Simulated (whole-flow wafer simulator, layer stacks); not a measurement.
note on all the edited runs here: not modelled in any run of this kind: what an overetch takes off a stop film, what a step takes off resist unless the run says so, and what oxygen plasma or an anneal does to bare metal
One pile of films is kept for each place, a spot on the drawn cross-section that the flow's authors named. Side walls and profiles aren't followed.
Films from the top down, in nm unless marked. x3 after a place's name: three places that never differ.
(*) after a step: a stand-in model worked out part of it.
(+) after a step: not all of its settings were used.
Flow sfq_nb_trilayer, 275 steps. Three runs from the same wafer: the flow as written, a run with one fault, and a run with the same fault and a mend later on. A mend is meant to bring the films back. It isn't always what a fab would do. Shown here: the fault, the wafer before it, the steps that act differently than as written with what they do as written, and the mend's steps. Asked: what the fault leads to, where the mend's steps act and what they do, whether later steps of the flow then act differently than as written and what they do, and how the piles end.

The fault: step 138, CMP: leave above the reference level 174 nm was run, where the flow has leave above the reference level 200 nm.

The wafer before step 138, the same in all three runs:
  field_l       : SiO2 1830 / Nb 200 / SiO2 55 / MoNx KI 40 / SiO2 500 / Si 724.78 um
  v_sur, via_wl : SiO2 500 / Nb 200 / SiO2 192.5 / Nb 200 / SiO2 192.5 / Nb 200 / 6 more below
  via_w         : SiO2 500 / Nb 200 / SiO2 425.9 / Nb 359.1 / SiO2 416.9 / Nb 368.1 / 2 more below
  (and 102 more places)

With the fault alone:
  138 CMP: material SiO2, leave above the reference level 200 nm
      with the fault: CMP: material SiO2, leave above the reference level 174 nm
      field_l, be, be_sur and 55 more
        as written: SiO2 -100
        with the fault: SiO2 -126
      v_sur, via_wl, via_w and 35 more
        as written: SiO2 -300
        with the fault: SiO2 -326
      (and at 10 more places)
  Later steps of the flow that act differently than as written (6 more steps differ only slightly, by at most 2% or 0.5 nm, whichever is larger, and aren't shown):
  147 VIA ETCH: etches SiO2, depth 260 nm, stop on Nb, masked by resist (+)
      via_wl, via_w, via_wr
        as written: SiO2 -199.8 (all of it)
        with the fault: SiO2 -173.8 (all of it)
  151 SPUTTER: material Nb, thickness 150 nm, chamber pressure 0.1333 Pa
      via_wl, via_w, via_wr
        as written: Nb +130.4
        with the fault: Nb +133.4
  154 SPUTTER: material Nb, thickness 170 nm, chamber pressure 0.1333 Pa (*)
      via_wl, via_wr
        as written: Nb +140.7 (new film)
        with the fault: Nb +145.2 (new film)
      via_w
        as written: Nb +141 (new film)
        with the fault: Nb +145.5 (new film)
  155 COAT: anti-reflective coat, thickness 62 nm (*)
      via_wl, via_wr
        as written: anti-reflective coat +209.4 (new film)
        with the fault: anti-reflective coat +184.2 (new film)
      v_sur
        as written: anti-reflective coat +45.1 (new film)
        with the fault: anti-reflective coat +46.1 (new film)
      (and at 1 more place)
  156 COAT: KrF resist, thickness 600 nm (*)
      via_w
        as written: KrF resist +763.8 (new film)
        with the fault: KrF resist +739.1 (new film)
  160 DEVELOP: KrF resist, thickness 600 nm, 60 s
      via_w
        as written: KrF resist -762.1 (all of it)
        with the fault: KrF resist -737.5 (all of it)
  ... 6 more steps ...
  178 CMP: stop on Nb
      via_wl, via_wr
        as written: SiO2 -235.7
        with the fault: SiO2 -264.7
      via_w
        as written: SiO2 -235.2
        with the fault: SiO2 -264.2
  At the end the piles differ from the flow's by more than 2% or 0.5 nm, whichever is larger, at v_sur, via_wl, via_w and 18 more.
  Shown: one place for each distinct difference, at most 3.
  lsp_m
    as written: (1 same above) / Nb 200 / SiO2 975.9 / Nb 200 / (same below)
    with the fault: (1 same above) / Nb 200 / SiO2 949.9 / Nb 200 / (same below)
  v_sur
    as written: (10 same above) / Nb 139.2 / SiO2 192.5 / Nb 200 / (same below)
    with the fault: (10 same above) / Nb 139.2 / SiO2 166.5 / Nb 200 / (same below)
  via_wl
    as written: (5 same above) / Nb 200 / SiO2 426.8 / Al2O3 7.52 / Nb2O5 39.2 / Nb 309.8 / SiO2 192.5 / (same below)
    with the fault: (5 same above) / Nb 200 / SiO2 397.8 / Al2O3 7.6 / Nb2O5 39 / Nb 312.9 / SiO2 192.5 / (same below)

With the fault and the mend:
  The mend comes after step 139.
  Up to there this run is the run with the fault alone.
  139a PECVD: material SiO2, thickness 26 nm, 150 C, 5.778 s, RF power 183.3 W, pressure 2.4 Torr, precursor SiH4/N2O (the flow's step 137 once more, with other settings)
      field_l, v_sur, via_wl and 103 more
        SiO2 +26
  No later step of the flow acts differently than as written, at any place that is followed, by more than 2% or 0.5 nm, whichever is larger.
  At the end the piles differ from the flow's only slightly at the places that both follow, by at most 2% or 0.5 nm, whichever is larger.
